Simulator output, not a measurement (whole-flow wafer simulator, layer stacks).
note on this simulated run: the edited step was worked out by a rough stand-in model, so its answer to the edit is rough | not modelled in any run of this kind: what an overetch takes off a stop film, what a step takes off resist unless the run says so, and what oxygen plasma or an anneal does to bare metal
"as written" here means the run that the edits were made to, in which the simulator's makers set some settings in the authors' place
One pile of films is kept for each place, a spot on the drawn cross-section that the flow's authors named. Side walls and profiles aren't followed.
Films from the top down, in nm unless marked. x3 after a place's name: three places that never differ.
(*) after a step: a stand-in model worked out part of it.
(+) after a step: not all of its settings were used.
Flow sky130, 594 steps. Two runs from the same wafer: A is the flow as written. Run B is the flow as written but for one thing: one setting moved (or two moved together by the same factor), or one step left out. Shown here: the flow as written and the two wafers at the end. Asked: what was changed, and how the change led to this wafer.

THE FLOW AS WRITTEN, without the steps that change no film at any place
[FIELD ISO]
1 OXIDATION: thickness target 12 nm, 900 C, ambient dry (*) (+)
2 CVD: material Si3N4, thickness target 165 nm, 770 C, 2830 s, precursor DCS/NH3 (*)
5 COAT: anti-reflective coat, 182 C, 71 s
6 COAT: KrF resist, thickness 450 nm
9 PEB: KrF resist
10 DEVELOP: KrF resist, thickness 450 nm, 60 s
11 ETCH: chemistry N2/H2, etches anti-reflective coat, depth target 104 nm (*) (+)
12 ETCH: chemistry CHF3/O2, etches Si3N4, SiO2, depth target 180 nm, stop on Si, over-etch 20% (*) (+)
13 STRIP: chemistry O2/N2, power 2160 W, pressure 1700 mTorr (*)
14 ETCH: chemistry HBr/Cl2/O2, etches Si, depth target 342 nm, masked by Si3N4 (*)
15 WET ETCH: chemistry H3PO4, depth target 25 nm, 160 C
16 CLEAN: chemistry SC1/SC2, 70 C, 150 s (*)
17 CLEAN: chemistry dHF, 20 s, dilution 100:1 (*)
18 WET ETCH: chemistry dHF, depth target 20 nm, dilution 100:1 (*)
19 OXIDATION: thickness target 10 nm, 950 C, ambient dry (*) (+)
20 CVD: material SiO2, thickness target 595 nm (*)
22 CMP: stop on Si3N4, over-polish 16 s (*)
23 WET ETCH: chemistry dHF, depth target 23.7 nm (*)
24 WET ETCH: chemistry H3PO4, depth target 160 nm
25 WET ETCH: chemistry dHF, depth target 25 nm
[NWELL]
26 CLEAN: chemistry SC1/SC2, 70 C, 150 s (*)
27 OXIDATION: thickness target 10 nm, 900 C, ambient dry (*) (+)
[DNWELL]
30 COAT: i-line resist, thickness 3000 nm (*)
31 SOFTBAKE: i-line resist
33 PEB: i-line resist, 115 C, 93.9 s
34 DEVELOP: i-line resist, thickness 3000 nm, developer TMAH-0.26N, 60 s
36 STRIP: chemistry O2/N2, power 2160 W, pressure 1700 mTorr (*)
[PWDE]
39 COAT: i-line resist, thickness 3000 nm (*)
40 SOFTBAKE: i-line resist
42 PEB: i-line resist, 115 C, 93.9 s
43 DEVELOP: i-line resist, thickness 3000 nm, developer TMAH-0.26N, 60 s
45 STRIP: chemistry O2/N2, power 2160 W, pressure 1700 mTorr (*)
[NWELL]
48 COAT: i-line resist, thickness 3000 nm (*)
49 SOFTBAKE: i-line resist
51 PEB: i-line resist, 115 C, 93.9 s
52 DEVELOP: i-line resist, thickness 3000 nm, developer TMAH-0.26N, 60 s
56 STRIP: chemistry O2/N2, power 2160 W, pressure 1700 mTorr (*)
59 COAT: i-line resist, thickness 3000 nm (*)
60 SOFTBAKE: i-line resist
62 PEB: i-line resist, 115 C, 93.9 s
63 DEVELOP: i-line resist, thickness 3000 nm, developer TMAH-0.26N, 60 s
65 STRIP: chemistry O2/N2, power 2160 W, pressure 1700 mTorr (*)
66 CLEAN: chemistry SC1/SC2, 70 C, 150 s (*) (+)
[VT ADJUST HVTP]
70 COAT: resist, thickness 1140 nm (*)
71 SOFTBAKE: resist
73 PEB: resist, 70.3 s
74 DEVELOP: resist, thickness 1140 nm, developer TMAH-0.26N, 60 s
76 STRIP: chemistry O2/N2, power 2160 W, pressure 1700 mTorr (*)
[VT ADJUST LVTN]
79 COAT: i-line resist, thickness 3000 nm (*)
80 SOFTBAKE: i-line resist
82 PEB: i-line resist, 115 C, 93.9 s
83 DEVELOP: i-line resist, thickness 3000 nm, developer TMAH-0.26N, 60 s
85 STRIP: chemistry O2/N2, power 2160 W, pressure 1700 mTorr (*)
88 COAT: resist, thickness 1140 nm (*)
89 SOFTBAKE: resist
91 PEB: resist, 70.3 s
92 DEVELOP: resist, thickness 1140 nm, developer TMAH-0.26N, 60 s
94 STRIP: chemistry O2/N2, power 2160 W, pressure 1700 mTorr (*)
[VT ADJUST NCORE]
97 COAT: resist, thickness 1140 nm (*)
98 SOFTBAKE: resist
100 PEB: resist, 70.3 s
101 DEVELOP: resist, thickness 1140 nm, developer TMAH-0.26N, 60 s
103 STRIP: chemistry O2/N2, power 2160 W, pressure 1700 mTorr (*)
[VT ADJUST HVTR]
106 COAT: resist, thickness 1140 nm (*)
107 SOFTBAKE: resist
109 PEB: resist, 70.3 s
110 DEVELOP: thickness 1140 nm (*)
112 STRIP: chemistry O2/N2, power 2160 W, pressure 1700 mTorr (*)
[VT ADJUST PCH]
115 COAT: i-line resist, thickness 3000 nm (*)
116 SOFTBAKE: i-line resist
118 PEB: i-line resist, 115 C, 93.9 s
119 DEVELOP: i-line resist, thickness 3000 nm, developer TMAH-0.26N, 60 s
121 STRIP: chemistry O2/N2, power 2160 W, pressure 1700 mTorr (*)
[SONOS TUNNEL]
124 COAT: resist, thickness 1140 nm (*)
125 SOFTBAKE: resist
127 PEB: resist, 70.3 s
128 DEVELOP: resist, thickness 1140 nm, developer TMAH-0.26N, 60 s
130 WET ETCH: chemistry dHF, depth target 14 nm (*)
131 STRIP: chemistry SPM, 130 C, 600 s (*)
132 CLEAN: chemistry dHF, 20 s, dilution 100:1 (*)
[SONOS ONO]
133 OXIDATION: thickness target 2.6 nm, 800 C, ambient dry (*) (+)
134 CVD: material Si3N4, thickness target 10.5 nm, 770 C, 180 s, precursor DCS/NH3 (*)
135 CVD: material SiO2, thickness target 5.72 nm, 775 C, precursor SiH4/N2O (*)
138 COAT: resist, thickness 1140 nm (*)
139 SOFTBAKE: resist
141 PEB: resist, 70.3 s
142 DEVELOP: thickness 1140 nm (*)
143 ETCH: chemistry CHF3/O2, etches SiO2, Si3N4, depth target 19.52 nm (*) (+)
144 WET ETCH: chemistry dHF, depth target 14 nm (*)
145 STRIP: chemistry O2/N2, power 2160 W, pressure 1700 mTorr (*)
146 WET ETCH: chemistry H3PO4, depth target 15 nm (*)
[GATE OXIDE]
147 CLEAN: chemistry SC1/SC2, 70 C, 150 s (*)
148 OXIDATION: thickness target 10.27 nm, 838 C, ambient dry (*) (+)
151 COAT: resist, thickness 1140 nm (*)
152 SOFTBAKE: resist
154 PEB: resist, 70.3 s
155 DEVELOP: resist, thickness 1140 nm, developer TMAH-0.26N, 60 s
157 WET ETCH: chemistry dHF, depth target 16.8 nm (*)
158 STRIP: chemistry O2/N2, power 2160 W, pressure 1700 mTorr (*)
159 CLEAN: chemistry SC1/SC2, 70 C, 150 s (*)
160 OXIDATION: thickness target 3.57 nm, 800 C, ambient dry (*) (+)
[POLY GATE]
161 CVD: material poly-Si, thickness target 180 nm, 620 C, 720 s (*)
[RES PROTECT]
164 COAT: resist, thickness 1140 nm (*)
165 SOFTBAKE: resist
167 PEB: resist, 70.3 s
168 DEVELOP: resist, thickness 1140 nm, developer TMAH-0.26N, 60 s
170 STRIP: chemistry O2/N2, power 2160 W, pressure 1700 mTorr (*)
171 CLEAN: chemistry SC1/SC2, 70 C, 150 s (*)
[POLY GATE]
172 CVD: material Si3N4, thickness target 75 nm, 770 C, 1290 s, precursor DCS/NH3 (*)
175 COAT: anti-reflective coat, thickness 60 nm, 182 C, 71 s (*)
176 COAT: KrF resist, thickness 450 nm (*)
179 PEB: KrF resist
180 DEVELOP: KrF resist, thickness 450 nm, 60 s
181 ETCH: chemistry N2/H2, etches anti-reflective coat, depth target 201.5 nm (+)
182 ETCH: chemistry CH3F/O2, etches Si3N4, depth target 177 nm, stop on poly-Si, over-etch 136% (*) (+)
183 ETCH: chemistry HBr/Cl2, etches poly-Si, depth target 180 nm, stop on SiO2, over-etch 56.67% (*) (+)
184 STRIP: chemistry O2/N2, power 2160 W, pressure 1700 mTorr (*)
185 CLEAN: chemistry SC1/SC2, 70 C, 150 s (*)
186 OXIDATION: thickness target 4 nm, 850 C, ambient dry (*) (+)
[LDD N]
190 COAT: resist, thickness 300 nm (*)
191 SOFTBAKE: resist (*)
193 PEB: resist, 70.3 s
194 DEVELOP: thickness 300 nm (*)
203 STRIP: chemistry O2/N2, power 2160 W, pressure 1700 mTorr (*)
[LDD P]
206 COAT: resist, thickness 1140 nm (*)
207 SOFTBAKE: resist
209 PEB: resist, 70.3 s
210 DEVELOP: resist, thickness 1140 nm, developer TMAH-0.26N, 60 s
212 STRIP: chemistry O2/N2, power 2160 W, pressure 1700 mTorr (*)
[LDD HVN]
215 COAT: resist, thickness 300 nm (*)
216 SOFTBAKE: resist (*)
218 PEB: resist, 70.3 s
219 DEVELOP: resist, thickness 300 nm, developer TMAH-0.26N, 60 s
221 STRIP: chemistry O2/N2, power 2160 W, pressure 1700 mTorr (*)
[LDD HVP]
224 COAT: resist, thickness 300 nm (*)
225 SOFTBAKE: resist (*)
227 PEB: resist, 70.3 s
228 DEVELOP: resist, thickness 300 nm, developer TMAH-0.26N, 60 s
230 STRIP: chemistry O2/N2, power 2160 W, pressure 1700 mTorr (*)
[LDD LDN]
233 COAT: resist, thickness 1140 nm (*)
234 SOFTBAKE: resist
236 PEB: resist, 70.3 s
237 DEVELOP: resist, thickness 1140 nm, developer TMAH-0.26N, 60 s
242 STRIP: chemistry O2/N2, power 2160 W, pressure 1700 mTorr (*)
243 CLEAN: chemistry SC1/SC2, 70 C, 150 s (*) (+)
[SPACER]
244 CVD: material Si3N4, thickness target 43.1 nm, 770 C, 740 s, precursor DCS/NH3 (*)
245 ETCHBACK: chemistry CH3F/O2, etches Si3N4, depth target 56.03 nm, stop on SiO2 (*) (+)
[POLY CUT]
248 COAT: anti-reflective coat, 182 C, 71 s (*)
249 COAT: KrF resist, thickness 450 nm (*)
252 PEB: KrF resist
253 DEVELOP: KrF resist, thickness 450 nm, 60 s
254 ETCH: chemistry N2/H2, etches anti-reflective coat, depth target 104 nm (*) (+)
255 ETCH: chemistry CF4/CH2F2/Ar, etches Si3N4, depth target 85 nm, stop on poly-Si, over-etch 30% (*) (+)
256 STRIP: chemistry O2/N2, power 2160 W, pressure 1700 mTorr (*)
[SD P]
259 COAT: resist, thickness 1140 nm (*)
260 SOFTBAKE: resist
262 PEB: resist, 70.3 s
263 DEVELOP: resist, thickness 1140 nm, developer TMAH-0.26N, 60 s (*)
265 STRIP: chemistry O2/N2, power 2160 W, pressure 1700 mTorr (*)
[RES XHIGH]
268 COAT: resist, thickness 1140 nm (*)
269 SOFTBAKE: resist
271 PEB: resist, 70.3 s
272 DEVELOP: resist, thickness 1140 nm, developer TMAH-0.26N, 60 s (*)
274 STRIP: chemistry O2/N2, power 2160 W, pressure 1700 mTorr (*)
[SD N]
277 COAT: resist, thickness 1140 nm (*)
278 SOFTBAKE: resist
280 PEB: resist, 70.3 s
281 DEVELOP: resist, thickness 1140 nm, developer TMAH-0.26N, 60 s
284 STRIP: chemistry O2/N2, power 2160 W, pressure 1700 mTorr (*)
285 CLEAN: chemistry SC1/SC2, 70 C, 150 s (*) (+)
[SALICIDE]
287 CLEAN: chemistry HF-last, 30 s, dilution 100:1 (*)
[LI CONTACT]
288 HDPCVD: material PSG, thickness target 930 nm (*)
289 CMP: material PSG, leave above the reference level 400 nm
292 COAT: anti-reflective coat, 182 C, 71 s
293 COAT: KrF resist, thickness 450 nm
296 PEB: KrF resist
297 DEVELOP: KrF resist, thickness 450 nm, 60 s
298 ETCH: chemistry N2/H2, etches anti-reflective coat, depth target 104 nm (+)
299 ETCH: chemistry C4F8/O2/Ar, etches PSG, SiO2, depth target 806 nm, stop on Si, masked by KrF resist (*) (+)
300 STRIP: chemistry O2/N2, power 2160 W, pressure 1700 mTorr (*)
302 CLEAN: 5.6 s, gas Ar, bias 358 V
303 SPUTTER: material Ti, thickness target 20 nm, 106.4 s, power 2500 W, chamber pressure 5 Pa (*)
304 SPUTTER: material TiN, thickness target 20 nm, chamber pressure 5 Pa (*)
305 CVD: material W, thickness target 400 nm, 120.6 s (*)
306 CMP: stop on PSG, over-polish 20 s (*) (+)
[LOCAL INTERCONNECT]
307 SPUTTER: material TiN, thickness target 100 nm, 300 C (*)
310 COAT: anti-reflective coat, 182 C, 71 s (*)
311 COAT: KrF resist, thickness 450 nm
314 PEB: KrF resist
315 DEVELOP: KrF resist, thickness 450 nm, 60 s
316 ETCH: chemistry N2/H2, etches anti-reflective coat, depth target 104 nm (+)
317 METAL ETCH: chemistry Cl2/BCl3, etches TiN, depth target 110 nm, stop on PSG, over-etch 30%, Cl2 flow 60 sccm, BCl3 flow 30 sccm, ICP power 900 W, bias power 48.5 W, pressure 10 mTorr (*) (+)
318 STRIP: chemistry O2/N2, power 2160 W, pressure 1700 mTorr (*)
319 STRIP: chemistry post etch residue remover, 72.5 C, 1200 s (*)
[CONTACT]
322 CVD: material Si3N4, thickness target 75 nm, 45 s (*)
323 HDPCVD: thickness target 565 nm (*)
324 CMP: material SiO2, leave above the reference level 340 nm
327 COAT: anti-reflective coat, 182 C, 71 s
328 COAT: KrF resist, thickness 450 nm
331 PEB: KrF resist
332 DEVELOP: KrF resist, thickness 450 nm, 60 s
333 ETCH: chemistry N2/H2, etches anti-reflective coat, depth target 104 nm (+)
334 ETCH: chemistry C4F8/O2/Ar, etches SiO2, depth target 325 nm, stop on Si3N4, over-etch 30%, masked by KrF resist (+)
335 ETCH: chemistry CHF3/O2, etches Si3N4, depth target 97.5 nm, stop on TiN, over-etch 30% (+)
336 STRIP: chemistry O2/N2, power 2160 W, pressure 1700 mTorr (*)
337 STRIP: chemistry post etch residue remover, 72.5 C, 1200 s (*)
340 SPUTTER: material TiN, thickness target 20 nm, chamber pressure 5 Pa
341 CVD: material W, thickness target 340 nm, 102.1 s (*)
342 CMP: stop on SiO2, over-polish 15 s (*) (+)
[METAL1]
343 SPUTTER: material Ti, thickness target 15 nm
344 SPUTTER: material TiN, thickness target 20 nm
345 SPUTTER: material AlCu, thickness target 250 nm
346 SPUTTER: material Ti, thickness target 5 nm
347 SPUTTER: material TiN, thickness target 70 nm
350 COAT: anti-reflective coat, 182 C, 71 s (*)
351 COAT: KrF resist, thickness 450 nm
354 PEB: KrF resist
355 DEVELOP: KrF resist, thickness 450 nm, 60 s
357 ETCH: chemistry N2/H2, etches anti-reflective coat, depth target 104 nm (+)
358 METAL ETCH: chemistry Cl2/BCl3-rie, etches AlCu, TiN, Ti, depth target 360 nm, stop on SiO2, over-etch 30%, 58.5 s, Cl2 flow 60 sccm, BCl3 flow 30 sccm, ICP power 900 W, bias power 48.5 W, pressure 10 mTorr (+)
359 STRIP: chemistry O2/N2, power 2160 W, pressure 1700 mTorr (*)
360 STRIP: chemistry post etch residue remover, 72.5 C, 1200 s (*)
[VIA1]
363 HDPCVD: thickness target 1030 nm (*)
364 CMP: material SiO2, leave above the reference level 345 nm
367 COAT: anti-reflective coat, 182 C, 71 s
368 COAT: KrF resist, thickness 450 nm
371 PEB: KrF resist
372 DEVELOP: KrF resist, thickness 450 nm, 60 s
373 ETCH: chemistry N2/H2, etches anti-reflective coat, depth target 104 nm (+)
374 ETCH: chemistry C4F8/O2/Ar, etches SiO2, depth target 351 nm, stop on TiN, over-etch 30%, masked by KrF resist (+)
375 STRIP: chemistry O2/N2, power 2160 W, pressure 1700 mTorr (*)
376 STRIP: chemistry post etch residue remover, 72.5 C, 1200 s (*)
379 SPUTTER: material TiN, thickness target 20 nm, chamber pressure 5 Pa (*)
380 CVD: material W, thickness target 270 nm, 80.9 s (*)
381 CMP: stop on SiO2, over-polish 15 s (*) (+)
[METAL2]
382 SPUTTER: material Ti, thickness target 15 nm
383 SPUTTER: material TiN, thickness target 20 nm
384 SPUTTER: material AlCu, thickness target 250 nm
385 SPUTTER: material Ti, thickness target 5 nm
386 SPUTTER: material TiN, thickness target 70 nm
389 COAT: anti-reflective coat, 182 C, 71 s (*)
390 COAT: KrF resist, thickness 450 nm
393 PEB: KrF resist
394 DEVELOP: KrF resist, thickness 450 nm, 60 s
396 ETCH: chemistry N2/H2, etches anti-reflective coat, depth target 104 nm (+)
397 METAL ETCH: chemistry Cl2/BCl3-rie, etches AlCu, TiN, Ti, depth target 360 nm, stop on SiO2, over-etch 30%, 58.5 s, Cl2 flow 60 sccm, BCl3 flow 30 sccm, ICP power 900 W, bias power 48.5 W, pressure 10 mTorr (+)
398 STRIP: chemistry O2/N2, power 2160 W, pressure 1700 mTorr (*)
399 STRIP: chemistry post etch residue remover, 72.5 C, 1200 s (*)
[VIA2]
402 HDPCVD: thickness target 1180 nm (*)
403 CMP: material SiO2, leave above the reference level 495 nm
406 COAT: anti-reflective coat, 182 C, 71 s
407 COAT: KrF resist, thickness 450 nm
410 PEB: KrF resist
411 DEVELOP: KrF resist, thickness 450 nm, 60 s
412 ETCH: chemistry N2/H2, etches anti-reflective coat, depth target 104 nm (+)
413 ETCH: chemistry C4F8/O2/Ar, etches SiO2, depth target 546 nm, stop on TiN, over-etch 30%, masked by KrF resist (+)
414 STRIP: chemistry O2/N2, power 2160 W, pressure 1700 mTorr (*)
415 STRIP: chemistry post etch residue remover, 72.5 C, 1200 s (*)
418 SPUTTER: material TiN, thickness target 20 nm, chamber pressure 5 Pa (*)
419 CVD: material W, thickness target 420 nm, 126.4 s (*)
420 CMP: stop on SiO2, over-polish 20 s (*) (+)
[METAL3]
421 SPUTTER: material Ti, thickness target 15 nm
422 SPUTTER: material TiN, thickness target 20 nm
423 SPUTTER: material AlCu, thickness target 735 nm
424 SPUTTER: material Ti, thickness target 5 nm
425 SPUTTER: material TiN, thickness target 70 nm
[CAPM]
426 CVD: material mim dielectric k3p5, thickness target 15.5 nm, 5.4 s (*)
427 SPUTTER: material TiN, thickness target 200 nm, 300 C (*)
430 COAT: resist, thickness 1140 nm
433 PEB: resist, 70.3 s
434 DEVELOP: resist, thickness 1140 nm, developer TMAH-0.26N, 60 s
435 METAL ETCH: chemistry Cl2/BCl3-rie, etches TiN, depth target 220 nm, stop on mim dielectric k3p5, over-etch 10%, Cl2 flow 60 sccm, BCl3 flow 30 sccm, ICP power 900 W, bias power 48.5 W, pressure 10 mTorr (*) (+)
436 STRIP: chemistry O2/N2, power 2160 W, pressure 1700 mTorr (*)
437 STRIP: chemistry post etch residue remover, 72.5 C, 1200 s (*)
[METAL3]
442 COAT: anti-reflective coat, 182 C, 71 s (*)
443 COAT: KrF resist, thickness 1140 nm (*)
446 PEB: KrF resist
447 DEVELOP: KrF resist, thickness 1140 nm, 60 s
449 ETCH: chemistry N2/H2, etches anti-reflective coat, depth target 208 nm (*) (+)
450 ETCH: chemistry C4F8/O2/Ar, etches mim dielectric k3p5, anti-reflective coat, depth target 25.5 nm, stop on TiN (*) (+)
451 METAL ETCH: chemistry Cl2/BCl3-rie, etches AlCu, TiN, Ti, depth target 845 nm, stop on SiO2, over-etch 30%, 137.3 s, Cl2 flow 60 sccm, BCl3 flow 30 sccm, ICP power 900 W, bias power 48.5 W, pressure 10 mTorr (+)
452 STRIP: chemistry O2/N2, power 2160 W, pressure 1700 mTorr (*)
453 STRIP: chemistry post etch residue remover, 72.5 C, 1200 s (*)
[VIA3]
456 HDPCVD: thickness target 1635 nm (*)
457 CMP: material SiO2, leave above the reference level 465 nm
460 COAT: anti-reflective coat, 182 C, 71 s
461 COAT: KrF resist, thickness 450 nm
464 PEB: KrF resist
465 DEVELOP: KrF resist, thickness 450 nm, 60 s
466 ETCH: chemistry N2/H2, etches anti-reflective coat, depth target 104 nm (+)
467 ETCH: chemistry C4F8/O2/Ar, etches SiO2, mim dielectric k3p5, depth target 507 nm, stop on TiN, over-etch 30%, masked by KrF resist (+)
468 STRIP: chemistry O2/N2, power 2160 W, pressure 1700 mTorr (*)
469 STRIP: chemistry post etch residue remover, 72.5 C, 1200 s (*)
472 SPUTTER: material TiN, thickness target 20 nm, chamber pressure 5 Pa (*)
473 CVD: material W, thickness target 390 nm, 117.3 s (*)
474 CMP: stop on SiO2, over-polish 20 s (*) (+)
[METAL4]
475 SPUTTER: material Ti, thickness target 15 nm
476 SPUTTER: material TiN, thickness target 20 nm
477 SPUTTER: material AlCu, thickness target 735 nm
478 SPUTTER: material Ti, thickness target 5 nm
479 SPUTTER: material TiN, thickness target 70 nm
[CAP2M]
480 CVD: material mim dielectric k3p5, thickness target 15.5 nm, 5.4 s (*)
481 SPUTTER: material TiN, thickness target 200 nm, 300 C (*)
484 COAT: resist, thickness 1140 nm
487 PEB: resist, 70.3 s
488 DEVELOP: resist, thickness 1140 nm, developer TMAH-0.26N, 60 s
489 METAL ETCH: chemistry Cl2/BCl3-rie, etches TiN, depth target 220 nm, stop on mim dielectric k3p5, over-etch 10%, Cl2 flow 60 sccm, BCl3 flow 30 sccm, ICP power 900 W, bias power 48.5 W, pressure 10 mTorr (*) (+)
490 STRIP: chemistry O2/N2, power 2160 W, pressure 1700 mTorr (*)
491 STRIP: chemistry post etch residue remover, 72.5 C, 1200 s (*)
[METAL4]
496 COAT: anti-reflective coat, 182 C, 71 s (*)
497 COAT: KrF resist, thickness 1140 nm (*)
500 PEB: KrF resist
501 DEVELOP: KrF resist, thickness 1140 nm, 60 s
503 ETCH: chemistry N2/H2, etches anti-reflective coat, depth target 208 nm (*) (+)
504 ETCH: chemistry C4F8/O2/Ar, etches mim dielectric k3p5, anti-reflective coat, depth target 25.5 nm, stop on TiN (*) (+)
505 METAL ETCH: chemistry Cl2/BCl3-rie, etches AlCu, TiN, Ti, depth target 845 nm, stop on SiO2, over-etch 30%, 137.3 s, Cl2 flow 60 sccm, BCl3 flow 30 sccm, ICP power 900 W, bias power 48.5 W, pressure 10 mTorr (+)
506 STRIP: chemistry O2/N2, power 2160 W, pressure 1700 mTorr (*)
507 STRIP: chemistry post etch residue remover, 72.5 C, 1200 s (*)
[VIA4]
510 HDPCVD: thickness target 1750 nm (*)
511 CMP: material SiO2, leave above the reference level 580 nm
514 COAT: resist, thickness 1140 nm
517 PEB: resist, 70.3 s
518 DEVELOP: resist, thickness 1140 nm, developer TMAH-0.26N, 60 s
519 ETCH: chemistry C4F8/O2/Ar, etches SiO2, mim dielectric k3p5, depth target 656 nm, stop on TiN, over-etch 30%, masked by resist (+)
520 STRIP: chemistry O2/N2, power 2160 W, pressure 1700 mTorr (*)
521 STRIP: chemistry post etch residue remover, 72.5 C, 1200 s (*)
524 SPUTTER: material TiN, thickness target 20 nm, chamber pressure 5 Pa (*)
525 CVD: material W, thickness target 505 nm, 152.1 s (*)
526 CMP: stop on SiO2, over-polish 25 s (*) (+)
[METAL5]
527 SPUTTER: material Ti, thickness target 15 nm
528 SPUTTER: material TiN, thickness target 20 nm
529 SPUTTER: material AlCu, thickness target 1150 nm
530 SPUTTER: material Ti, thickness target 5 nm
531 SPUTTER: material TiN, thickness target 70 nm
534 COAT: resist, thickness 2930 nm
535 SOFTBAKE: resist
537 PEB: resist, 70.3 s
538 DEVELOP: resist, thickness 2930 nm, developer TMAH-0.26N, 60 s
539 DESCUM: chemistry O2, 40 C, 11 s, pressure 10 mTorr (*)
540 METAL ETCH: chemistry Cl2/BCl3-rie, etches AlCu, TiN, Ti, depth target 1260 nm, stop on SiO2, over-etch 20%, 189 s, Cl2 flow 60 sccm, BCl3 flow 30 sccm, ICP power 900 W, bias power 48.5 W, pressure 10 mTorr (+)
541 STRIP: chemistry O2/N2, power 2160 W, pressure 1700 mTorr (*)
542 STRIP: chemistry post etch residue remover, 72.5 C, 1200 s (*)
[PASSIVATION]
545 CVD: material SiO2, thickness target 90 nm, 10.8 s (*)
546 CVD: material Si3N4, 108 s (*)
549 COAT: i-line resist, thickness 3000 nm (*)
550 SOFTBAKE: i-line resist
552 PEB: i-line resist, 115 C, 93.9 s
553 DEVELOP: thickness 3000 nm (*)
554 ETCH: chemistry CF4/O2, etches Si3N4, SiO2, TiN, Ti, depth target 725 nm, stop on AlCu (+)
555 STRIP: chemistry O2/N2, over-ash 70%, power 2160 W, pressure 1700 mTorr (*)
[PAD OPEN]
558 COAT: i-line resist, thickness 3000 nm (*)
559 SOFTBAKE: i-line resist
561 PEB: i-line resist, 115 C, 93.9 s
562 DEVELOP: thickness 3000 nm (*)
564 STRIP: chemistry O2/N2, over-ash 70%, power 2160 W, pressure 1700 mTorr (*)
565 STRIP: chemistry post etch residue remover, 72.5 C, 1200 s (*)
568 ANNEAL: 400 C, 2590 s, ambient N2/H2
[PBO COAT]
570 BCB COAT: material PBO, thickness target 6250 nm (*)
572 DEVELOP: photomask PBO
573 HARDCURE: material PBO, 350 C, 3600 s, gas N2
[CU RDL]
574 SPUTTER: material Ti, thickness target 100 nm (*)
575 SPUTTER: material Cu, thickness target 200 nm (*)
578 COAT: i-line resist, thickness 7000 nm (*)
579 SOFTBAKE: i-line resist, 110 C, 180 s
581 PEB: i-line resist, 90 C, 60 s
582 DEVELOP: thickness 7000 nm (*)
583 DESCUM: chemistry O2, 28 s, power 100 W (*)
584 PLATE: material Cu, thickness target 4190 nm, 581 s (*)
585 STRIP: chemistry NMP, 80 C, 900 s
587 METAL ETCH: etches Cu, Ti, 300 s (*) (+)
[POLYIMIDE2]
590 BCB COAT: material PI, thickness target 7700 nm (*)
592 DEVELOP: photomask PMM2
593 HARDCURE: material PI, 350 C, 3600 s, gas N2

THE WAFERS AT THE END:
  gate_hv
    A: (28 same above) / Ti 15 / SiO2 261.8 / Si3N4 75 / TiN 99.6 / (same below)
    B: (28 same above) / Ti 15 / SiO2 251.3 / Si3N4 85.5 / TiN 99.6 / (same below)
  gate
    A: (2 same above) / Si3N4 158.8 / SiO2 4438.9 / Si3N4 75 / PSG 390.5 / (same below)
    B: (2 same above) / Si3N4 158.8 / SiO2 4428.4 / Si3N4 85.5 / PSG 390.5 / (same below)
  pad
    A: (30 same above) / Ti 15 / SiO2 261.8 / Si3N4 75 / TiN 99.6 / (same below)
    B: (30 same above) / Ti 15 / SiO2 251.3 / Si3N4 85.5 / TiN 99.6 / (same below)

The cause: step 322, CVD: thickness target 85.5 nm was run, where the flow has thickness target 75 nm; step 322, CVD: 51.3 s was run, where the flow has 45 s.
It can be read off the wafer: gate_hv has Si3N4 85.5, and step 322 as written asks for 75 nm.

How the change led to this, step by step:
  322 CVD: material Si3N4, thickness target 75 nm, 45 s (*)
      field, active, n_well and 188 more: A Si3N4 +75 (new film) | B Si3N4 +85.5 (new film)
  324 CMP: material SiO2, leave above the reference level 340 nm
      n_well, p_well, gate_hv and 93 more: A SiO2 -300 | B SiO2 -310.5
      field, active, gate and 88 more: A SiO2 -200.4 | B SiO2 -210.9
      (and at 4 more places)
  334 ETCH: chemistry C4F8/O2/Ar, etches SiO2, depth target 325 nm, stop on Si3N4, over-etch 30%, masked by KrF resist (+)
      poly_licon, ndiff_licon, ndiff_licon_cpp, rpo_hd_licon: A SiO2 -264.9 (all of it) | B SiO2 -254.4 (all of it)
  335 ETCH: chemistry CHF3/O2, etches Si3N4, depth target 97.5 nm, stop on TiN, over-etch 30% (+)
      poly_licon, ndiff_licon, ndiff_licon_cpp, rpo_hd_licon: A Si3N4 -75 (all of it) | B Si3N4 -85.5 (all of it)
